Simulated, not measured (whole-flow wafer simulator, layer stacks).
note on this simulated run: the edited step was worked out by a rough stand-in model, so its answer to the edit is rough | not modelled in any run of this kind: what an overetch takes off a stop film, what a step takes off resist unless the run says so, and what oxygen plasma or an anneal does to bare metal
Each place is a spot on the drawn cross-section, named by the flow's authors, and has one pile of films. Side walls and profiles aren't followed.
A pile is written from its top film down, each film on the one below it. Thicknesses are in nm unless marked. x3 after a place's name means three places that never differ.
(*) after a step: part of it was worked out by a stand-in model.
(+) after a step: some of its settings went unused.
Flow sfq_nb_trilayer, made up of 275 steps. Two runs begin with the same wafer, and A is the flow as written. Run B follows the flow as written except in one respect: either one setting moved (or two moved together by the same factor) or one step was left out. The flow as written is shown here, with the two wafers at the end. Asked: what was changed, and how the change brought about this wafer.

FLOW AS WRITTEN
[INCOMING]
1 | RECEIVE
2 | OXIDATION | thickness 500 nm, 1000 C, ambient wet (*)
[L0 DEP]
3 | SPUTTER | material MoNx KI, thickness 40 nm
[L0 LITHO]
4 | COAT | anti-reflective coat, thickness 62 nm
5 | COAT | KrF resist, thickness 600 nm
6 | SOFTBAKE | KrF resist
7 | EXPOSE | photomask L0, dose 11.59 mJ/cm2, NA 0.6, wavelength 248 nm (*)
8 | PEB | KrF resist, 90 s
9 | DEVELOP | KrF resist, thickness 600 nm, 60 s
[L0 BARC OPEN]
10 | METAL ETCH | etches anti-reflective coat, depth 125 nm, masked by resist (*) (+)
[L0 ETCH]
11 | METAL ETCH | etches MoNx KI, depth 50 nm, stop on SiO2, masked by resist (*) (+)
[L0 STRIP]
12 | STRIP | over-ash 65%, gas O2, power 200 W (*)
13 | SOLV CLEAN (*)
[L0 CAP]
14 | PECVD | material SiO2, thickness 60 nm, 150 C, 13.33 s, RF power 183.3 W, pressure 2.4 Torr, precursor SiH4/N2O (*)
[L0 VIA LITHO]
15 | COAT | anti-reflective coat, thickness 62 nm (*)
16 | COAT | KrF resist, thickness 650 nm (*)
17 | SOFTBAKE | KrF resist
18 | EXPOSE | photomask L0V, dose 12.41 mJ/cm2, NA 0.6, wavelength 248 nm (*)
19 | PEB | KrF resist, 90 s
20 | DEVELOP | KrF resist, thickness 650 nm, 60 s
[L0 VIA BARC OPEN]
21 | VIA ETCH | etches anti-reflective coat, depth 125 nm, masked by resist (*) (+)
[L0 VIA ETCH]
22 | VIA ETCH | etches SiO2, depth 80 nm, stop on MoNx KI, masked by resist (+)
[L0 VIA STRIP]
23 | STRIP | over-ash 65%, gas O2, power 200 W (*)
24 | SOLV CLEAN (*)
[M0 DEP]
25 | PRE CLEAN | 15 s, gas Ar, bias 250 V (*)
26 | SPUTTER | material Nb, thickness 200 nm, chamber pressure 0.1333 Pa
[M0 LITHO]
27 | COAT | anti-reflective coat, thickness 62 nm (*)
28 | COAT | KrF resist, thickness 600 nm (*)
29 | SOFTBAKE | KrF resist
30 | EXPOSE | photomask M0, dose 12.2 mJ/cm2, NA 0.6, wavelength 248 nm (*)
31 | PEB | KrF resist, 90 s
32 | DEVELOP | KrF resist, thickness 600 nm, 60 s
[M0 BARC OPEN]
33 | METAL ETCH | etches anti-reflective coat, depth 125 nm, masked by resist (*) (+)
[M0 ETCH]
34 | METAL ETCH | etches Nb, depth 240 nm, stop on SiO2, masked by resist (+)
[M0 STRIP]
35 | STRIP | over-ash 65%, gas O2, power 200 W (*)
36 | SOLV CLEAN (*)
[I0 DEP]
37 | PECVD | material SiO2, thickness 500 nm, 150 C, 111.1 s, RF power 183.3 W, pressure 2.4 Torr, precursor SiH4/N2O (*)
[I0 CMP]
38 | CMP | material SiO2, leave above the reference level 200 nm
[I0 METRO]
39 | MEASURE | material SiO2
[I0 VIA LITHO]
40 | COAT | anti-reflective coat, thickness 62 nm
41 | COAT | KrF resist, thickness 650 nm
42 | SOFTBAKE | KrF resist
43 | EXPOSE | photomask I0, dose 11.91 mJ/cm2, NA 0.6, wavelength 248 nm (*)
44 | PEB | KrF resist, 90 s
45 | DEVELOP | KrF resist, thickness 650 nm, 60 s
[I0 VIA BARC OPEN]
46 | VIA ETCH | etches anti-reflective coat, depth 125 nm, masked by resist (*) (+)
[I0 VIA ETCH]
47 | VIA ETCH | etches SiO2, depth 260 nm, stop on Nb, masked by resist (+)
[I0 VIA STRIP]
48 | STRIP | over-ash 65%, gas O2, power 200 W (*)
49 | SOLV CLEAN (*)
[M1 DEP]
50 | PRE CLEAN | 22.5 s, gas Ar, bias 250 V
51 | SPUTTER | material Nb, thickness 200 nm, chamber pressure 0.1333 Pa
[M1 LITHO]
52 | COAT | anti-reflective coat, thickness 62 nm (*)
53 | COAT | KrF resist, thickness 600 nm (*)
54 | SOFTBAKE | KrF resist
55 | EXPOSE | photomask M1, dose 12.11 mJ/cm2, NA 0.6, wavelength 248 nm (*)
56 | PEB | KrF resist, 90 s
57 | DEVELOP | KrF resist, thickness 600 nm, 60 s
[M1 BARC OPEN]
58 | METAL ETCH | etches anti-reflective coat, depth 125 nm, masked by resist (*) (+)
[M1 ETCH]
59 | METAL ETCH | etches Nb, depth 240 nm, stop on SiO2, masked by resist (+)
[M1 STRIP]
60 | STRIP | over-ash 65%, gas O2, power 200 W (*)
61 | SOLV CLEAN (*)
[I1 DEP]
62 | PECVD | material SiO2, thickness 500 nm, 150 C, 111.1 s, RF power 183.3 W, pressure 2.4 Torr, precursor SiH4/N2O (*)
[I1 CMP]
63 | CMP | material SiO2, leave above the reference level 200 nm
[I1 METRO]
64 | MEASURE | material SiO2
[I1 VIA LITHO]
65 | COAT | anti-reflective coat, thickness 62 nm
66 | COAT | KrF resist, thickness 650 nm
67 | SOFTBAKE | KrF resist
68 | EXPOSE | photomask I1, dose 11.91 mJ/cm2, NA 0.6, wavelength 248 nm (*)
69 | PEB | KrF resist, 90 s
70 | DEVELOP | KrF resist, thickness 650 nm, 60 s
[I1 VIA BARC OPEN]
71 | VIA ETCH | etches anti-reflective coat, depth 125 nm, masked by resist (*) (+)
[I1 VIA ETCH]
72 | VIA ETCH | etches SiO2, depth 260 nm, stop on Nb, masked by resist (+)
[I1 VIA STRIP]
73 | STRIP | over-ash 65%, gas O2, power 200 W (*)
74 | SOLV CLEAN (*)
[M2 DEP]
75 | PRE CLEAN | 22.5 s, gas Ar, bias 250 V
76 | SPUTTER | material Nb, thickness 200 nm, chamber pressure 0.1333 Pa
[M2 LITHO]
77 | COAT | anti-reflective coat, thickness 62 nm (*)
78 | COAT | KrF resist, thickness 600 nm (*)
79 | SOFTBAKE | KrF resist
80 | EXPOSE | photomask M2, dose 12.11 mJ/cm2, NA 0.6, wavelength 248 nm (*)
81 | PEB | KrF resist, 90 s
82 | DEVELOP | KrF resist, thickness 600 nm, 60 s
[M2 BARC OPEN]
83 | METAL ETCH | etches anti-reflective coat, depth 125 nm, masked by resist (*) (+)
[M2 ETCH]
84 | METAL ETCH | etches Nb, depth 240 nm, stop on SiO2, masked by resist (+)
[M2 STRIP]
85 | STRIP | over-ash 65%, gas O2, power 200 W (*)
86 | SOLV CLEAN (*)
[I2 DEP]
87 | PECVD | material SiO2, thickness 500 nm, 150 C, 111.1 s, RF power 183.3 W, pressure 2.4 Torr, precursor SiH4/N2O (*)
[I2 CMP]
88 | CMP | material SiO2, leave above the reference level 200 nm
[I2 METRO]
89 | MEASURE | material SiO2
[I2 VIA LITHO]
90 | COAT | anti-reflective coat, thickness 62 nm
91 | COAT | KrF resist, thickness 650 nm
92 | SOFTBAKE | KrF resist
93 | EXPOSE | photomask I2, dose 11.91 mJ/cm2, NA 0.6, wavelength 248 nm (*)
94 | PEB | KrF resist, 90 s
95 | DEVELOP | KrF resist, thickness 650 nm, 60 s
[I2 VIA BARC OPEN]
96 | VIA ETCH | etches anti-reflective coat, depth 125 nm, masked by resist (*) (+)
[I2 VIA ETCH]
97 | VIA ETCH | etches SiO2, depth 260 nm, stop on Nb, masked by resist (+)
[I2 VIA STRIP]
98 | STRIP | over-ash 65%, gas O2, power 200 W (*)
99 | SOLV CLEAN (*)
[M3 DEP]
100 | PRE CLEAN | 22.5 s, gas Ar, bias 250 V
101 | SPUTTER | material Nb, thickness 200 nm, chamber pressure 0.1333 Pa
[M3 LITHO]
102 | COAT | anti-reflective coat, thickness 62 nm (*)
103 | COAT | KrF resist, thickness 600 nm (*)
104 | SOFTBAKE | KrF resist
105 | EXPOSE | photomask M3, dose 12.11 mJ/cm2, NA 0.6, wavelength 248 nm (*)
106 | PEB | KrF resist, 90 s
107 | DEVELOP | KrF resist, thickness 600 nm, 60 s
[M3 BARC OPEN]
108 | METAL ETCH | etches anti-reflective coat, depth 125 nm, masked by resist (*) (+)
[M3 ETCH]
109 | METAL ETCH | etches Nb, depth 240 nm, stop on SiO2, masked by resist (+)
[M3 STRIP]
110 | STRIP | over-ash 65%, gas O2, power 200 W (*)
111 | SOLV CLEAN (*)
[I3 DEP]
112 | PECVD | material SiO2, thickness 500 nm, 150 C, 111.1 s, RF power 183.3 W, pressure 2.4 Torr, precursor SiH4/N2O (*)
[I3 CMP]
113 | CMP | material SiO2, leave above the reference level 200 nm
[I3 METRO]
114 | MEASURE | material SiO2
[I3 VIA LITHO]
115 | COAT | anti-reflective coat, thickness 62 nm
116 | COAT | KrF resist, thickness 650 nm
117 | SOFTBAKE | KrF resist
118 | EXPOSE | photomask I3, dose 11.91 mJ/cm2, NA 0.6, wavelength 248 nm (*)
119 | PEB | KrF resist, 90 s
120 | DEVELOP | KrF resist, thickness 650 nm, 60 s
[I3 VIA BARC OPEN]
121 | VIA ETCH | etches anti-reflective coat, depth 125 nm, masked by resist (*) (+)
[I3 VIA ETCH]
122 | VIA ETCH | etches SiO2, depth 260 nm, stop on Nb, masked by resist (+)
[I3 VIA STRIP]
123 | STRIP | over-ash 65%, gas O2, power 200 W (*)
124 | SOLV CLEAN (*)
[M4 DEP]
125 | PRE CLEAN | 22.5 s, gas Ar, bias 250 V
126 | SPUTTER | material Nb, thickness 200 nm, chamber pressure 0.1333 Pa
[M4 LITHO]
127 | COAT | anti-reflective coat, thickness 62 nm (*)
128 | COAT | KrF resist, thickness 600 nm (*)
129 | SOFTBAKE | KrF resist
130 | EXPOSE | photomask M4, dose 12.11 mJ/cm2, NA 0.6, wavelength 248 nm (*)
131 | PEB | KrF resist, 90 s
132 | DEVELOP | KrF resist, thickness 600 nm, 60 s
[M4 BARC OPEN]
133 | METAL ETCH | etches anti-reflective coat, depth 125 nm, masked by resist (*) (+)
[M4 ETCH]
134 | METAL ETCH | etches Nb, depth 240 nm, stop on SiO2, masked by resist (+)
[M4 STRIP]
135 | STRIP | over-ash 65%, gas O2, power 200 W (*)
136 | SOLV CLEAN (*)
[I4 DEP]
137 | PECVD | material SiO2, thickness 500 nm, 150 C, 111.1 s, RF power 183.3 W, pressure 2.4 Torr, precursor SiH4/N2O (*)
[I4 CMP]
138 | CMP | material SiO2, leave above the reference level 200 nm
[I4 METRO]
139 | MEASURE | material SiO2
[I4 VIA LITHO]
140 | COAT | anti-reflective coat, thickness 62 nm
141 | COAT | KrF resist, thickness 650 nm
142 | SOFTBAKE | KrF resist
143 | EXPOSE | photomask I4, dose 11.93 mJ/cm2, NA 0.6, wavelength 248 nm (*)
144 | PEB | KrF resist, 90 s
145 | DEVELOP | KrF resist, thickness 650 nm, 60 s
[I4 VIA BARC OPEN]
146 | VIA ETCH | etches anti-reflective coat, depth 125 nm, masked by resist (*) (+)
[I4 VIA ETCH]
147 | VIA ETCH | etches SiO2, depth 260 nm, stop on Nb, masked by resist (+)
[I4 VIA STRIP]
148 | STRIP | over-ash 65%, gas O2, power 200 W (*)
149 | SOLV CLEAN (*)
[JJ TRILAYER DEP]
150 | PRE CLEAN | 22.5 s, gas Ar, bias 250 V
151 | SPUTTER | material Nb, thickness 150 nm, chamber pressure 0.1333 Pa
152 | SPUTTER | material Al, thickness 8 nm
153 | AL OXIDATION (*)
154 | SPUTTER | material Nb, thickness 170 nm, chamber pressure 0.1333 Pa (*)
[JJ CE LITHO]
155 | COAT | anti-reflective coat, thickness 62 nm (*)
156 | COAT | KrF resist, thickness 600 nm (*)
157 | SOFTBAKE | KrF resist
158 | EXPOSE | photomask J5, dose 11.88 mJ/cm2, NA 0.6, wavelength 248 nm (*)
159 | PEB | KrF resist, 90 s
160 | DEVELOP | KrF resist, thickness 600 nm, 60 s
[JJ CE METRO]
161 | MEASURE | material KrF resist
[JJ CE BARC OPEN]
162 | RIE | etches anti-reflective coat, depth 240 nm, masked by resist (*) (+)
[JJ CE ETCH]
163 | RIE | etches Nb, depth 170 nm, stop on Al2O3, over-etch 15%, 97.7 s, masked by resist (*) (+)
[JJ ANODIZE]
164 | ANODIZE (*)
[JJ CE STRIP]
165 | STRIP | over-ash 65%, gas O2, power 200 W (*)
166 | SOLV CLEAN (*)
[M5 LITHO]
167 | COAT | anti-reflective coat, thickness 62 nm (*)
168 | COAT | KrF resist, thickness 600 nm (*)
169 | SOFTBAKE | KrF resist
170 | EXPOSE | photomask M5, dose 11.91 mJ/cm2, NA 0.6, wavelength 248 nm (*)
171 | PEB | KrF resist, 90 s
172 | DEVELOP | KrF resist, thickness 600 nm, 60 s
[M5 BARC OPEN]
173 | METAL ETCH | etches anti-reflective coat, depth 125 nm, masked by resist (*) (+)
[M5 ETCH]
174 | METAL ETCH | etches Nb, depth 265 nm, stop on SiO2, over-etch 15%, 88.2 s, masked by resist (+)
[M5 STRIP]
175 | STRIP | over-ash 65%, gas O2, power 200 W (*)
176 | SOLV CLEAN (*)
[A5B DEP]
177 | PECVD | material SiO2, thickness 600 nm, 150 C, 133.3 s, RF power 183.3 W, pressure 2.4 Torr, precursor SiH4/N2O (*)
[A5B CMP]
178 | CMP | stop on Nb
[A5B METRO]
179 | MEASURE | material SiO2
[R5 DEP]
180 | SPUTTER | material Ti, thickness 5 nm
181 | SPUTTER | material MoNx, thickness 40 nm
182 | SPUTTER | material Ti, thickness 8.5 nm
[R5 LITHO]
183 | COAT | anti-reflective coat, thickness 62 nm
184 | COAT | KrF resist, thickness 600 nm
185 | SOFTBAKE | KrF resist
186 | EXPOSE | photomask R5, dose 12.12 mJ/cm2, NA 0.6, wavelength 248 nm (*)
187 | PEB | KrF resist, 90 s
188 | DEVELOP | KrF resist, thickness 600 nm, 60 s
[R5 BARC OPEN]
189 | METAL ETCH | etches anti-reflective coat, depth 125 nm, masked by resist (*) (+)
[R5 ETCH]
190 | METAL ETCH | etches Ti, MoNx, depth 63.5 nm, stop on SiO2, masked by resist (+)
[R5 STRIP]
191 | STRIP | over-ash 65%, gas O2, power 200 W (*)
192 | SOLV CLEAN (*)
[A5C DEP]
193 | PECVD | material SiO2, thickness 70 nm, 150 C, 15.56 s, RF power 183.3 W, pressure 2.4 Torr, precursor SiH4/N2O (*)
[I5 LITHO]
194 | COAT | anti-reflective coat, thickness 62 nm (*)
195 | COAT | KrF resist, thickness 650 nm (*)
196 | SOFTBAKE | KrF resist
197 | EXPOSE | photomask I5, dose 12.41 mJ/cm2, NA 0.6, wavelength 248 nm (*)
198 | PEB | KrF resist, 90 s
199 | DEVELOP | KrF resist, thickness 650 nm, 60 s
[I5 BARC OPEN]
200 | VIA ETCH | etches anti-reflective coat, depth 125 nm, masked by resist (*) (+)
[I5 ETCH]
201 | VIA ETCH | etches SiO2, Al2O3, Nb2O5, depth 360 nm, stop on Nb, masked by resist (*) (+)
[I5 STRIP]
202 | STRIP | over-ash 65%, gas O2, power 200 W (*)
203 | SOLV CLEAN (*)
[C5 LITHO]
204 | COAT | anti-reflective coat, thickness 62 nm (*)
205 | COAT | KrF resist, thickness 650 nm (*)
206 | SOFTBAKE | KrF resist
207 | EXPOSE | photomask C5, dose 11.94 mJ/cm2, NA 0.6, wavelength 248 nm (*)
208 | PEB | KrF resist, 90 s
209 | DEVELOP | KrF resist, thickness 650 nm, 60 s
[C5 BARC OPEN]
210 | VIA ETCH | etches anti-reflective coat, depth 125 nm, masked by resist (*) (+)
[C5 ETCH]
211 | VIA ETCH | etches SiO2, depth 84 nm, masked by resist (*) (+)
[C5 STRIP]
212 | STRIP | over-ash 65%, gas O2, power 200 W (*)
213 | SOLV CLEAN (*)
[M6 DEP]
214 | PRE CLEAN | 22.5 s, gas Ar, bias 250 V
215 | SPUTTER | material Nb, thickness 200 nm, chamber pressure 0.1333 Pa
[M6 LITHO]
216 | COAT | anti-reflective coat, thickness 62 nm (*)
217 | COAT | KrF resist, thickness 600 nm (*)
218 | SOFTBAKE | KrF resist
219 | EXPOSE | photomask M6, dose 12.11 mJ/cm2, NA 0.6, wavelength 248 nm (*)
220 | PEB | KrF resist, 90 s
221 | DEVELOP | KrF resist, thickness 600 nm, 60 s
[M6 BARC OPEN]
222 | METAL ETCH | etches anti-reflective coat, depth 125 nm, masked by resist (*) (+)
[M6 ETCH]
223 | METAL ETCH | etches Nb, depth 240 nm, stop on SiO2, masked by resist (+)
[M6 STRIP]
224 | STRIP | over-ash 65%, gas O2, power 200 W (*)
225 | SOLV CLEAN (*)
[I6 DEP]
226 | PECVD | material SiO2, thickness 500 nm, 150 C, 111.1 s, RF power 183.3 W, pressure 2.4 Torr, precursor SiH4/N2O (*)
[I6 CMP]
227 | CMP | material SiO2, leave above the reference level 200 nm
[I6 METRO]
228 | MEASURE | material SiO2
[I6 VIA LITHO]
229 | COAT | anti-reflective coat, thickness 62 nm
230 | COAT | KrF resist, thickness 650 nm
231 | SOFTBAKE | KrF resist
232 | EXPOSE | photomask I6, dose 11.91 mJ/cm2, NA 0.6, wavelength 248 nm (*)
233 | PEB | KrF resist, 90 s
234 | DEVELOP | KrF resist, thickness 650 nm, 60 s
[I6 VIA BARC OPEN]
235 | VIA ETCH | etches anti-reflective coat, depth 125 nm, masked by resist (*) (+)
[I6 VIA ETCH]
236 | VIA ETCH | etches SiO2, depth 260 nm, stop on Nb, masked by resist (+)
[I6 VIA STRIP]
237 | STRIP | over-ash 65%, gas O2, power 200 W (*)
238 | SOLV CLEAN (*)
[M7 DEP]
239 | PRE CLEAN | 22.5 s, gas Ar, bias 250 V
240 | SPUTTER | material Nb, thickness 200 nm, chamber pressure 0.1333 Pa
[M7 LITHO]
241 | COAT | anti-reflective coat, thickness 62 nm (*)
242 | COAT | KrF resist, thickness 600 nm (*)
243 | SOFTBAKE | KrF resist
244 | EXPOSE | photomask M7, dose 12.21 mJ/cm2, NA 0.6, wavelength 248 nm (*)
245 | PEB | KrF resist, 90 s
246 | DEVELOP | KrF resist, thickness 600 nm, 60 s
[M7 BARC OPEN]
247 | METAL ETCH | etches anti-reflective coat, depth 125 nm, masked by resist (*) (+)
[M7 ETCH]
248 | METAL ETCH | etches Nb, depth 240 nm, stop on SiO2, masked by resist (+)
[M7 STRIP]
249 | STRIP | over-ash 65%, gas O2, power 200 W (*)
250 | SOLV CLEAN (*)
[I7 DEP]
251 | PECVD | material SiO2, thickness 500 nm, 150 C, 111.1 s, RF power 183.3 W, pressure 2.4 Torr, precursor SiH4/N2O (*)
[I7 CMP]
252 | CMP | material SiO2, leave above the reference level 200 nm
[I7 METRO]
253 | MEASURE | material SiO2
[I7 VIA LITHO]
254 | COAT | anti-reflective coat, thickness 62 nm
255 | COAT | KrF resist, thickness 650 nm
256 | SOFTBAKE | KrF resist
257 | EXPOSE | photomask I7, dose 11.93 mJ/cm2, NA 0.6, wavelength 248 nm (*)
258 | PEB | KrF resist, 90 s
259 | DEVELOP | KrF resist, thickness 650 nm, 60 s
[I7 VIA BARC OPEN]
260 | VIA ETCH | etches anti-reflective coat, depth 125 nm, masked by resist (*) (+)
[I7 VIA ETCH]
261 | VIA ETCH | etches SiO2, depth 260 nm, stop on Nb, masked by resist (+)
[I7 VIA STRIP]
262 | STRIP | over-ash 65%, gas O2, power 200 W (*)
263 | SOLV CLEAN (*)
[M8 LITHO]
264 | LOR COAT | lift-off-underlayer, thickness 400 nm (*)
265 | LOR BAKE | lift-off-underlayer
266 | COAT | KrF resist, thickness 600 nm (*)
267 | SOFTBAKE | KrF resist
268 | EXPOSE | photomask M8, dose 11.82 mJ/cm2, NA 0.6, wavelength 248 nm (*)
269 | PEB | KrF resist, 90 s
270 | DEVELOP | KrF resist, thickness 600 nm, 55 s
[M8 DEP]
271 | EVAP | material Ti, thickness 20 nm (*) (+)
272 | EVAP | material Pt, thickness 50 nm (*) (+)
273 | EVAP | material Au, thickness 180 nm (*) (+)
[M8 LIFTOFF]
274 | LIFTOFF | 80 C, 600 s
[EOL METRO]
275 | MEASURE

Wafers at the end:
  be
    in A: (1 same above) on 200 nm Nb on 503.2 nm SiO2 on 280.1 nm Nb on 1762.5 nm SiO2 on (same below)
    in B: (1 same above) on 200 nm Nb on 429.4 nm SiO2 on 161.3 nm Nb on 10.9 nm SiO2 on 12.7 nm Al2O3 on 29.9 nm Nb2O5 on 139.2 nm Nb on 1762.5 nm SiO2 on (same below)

What caused this: step 201, VIA ETCH: depth 198 nm was run, whereas the flow has depth 360 nm.

How this came from the change, step by step:
  201 | VIA ETCH | etches SiO2, Al2O3, Nb2O5, depth 360 nm, stop on Nb, masked by resist (*) (+)
      be: A -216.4 SiO2 (all of it), -12.7 Al2O3 (all of it), -29.9 Nb2O5 (all of it) | B -198 SiO2
      field_l, v_sur, via_wl and 102 more: A -240 KrF resist | B -132 KrF resist
  202 | STRIP | over-ash 65%, gas O2, power 200 W (*)
      p4_fl, p4_fm, p4_w1 and 44 more: A -333.1 KrF resist (all of it), -62 anti-reflective coat (all of it) | B -441.1 KrF resist (all of it), -62 anti-reflective coat (all of it)
      wl_b_sl, wl_b_m5, wl_b_sr and 13 more: A -333 KrF resist (all of it), -62 anti-reflective coat (all of it) | B -441 KrF resist (all of it), -62 anti-reflective coat (all of it)
      (as well as at 42 more places)
  204 | COAT | anti-reflective coat, thickness 62 nm (*)
      wire: A +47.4 anti-reflective coat (new film) | B +49.2 anti-reflective coat (new film)
      be: A +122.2 anti-reflective coat (new film) | B +113.1 anti-reflective coat (new film)
      (as well as at 1 more place)
  205 | COAT | KrF resist, thickness 650 nm (*)
      be: A +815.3 KrF resist (new film) | B +771.7 KrF resist (new film)
  212 | STRIP | over-ash 65%, gas O2, power 200 W (*)
      wire: A -555.8 KrF resist (all of it), -47.4 anti-reflective coat (all of it) | B -559.2 KrF resist (all of it), -49.2 anti-reflective coat (all of it)
      be: A -728.2 KrF resist (all of it), -122.2 anti-reflective coat (all of it) | B -684.6 KrF resist (all of it), -113.1 anti-reflective coat (all of it)
      (as well as at 1 more place)
  214 | PRE CLEAN | 22.5 s, gas Ar, bias 250 V
      be: A -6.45 Nb | B -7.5 SiO2
  215 | SPUTTER | material Nb, thickness 200 nm, chamber pressure 0.1333 Pa
      be: A +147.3 Nb | B +161.3 Nb (new film)
  216 | COAT | anti-reflective coat, thickness 62 nm (*)
      wire: A +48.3 anti-reflective coat (new film) | B +50.3 anti-reflective coat (new film)
      be: A +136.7 anti-reflective coat (new film) | B +125 anti-reflective coat (new film)
      (as well as at 1 more place)
  217 | COAT | KrF resist, thickness 600 nm (*)
      be: A +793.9 KrF resist (new film) | B +742.1 KrF resist (new film)
  224 | STRIP | over-ash 65%, gas O2, power 200 W (*)
      wire: A -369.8 KrF resist (all of it), -48.3 anti-reflective coat (all of it) | B -374.2 KrF resist (all of it), -50.3 anti-reflective coat (all of it)
      be: A -575.8 KrF resist (all of it), -136.7 anti-reflective coat (all of it) | B -524.2 KrF resist (all of it), -125 anti-reflective coat (all of it)
      (as well as at 1 more place)
  226 | PECVD | material SiO2, thickness 500 nm, 150 C, 111.1 s, RF power 183.3 W, pressure 2.4 Torr, precursor SiH4/N2O (*)
      be: A +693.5 SiO2 (new film) | B +619.6 SiO2 (new film)
Taking metal films that touch as one body, be has 4 bodies (between them, from the top down: SiO2 429.4; SiO2 10.9 / Al2O3 12.7 / Nb2O5 29.9; SiO2 1762.5); the flow as written gives 3 bodies (between them, from the top down: SiO2 503.2; SiO2 1762.5).
